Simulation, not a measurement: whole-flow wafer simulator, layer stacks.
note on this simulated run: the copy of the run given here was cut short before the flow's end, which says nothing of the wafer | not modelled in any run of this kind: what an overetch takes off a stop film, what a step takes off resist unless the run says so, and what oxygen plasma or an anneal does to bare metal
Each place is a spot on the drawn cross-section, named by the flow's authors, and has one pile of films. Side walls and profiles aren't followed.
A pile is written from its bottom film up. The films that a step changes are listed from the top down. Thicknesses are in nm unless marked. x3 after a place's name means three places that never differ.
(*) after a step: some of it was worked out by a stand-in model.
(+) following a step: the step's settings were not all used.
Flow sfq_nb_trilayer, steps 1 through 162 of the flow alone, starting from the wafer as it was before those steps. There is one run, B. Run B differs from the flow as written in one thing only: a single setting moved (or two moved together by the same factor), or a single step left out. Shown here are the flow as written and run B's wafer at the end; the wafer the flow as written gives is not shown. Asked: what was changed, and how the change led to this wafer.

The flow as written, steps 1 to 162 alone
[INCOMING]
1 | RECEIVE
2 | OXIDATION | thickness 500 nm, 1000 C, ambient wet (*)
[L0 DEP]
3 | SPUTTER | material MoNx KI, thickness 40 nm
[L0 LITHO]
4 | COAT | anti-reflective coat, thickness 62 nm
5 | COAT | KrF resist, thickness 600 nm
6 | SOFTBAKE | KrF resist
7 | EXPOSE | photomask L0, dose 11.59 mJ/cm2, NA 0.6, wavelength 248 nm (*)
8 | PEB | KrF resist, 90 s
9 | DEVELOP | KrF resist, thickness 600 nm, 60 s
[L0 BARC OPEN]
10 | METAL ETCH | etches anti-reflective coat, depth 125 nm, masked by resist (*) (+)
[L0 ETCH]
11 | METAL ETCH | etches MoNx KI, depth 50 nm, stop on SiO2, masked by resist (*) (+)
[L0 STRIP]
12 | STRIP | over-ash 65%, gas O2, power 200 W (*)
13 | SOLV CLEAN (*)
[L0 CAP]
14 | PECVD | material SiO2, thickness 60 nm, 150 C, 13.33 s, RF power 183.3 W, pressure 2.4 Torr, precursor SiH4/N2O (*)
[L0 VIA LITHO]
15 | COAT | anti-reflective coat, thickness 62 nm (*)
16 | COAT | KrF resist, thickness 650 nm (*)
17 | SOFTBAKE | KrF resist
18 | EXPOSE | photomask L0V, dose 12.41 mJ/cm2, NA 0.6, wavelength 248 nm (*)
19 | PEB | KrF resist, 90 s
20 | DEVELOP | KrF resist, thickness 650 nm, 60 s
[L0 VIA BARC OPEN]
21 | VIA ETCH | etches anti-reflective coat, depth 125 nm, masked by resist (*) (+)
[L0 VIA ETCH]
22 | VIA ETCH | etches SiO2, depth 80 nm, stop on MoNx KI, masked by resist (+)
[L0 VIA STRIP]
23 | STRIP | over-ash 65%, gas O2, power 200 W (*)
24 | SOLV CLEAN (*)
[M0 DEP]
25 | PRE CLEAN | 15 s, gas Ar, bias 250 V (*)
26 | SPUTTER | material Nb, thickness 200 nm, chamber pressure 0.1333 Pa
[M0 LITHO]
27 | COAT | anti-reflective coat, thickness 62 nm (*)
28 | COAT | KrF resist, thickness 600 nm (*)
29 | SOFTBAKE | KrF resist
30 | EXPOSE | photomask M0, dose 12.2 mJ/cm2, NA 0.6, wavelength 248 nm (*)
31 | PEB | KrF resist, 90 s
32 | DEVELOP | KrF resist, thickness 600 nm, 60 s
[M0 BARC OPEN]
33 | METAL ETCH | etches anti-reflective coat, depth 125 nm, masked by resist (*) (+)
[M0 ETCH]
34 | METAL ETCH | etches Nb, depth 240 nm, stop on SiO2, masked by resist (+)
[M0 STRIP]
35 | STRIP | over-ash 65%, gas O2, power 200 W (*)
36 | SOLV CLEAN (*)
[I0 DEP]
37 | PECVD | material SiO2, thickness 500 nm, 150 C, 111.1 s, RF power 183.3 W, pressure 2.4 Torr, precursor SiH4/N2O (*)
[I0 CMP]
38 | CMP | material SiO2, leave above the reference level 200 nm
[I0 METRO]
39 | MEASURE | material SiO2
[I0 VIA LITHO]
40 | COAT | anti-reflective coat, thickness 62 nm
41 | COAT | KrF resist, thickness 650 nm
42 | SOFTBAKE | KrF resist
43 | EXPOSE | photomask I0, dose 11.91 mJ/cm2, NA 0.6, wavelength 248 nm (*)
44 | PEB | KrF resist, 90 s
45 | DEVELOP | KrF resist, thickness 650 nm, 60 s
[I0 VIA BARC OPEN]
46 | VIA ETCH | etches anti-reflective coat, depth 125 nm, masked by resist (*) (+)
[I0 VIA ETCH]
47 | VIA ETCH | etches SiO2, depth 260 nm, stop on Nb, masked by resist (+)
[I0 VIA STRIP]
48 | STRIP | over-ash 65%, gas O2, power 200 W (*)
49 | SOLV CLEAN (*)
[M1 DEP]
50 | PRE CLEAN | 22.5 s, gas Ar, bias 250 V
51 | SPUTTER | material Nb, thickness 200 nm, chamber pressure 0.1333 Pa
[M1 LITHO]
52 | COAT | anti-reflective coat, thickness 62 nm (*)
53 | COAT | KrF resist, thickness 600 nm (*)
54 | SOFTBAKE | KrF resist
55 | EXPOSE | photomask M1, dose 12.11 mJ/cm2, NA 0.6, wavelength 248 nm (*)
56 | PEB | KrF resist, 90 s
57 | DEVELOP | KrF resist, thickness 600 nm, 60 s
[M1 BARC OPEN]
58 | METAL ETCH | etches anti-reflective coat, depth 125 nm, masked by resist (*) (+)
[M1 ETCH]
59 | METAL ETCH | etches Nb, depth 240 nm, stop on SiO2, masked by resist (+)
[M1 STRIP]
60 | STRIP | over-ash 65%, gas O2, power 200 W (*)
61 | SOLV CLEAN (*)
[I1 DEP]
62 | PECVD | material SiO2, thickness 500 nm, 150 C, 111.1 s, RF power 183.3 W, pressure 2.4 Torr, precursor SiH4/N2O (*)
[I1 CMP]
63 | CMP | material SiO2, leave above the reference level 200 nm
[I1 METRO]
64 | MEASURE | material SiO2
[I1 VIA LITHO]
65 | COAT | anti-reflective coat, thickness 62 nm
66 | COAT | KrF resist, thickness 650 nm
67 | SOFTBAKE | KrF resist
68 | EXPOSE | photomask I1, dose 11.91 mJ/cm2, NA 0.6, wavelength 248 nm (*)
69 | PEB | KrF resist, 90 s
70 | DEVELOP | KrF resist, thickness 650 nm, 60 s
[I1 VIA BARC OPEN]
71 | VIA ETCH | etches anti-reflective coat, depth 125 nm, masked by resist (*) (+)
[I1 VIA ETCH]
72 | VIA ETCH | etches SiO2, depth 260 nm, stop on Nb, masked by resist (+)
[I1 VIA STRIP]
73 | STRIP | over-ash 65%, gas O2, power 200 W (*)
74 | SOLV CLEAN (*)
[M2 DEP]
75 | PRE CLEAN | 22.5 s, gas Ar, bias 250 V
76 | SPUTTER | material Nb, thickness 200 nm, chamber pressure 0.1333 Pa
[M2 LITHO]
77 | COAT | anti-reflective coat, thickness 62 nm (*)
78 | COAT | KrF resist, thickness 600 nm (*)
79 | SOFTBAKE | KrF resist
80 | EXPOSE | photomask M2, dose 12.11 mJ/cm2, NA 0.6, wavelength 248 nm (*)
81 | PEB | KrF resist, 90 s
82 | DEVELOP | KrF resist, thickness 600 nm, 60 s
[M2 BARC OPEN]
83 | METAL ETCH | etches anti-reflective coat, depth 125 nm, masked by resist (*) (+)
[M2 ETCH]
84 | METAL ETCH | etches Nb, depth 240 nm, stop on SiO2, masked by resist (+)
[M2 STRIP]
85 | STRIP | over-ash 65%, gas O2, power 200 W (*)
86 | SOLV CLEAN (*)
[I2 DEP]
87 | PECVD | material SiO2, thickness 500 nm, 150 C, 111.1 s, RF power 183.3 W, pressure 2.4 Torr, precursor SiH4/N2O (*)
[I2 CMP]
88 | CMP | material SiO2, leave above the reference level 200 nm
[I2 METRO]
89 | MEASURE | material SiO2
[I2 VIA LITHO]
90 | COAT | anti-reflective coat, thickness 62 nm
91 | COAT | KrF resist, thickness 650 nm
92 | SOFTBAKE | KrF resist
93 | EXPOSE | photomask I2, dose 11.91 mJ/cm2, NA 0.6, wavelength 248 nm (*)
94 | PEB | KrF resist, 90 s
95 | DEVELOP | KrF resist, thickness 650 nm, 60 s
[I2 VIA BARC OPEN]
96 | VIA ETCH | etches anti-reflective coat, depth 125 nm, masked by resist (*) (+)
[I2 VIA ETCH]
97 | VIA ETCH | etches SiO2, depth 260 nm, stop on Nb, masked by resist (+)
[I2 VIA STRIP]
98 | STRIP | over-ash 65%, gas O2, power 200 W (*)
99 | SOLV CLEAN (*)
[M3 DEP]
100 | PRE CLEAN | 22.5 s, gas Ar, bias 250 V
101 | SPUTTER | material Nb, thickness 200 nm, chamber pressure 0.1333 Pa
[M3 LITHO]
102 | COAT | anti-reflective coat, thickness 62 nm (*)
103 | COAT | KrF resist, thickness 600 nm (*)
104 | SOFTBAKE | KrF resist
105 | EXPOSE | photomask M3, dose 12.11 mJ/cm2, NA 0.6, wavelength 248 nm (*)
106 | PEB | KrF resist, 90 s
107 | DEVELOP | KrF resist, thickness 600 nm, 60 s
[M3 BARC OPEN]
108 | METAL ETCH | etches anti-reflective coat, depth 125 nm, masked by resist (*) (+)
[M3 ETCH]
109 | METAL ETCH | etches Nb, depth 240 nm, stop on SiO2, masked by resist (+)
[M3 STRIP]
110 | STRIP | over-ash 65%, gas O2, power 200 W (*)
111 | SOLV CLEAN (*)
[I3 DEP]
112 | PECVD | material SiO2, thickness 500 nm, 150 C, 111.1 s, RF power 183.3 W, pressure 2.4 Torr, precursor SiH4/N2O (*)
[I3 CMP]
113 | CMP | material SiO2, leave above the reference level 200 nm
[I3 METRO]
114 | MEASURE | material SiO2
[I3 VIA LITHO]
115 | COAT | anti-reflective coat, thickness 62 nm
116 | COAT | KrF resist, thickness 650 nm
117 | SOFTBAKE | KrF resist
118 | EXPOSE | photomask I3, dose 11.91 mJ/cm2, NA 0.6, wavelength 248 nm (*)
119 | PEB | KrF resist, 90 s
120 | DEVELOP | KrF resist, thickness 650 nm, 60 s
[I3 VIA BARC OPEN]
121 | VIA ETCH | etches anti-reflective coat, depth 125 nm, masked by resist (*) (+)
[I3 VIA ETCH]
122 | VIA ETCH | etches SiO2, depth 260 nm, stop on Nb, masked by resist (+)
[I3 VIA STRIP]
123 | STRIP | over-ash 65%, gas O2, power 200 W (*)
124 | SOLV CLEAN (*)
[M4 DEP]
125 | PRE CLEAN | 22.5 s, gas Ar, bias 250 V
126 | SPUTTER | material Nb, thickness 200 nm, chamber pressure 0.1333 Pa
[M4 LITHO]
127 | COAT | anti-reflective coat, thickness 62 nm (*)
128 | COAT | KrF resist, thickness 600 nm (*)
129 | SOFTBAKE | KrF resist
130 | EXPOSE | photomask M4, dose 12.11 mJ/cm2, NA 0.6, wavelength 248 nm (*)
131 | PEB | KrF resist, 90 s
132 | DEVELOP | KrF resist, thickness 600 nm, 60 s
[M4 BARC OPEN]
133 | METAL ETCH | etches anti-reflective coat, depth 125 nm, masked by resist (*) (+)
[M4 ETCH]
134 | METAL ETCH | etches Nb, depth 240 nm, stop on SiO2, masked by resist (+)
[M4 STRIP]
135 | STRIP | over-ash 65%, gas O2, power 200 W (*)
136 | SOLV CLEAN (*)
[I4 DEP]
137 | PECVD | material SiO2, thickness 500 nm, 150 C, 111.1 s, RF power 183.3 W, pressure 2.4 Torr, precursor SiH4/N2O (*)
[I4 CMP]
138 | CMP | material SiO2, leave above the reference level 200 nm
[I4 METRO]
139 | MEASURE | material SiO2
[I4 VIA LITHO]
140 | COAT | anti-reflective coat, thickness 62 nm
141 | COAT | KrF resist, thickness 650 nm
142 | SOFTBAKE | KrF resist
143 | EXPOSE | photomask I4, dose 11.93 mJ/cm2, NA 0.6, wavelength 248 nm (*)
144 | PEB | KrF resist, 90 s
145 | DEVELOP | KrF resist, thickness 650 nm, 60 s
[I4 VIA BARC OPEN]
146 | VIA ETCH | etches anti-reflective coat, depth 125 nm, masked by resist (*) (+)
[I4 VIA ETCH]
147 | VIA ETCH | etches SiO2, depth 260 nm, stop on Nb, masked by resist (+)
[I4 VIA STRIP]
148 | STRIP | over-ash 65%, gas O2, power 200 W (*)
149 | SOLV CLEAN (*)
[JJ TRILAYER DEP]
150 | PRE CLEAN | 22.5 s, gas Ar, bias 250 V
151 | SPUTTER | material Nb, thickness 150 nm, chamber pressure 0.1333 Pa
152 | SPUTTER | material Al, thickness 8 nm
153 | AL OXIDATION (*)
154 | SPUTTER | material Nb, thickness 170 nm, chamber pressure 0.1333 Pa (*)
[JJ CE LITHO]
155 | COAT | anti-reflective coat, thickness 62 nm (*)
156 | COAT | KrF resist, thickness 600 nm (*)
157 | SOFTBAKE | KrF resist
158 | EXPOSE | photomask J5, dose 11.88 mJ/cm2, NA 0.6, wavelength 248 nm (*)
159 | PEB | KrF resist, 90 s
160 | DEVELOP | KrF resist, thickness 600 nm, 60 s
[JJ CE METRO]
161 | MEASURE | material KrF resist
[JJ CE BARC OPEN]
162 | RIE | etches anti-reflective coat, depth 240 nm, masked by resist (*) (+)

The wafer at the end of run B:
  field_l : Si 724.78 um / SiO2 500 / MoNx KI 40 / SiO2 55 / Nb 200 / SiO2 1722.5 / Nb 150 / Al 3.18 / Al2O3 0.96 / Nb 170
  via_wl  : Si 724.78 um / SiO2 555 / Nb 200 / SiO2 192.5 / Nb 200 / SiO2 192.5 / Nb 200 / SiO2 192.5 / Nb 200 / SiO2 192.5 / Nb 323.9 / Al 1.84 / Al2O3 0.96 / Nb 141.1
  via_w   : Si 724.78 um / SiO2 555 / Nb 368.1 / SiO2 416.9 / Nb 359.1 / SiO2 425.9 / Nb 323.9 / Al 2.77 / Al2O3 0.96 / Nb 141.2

What caused this: step 152, SPUTTER: thickness 3.76 nm was run, though the flow has thickness 8 nm.

The path from the change to this, step by step:
  152 | SPUTTER | material Al, thickness 8 nm
      field_l, v_sur, via_sp and 100 more: Al gains 3.76 (new film) (as written it would have been: Al gains 8 (new film))
      via_wl, via_wr: Al gains 2.42 (new film) (as written it would have been: Al gains 5.14 (new film))
      (as well as at 1 more place)
  155 | COAT | anti-reflective coat, thickness 62 nm (*)
      via_wl, via_wr: anti-reflective coat gains 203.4 (new film) (as written it would have been: anti-reflective coat gains 209.4 (new film))
  162 | RIE | etches anti-reflective coat, depth 240 nm, masked by resist (*) (+)
      ce_l, c5j, ce_r, wl_jj: KrF resist loses 203.4 (as written it would have been: KrF resist loses 209.4)
      via_wl, via_wr: anti-reflective coat loses 203.4 (all of it) (as written it would have been: anti-reflective coat loses 209.4 (all of it))
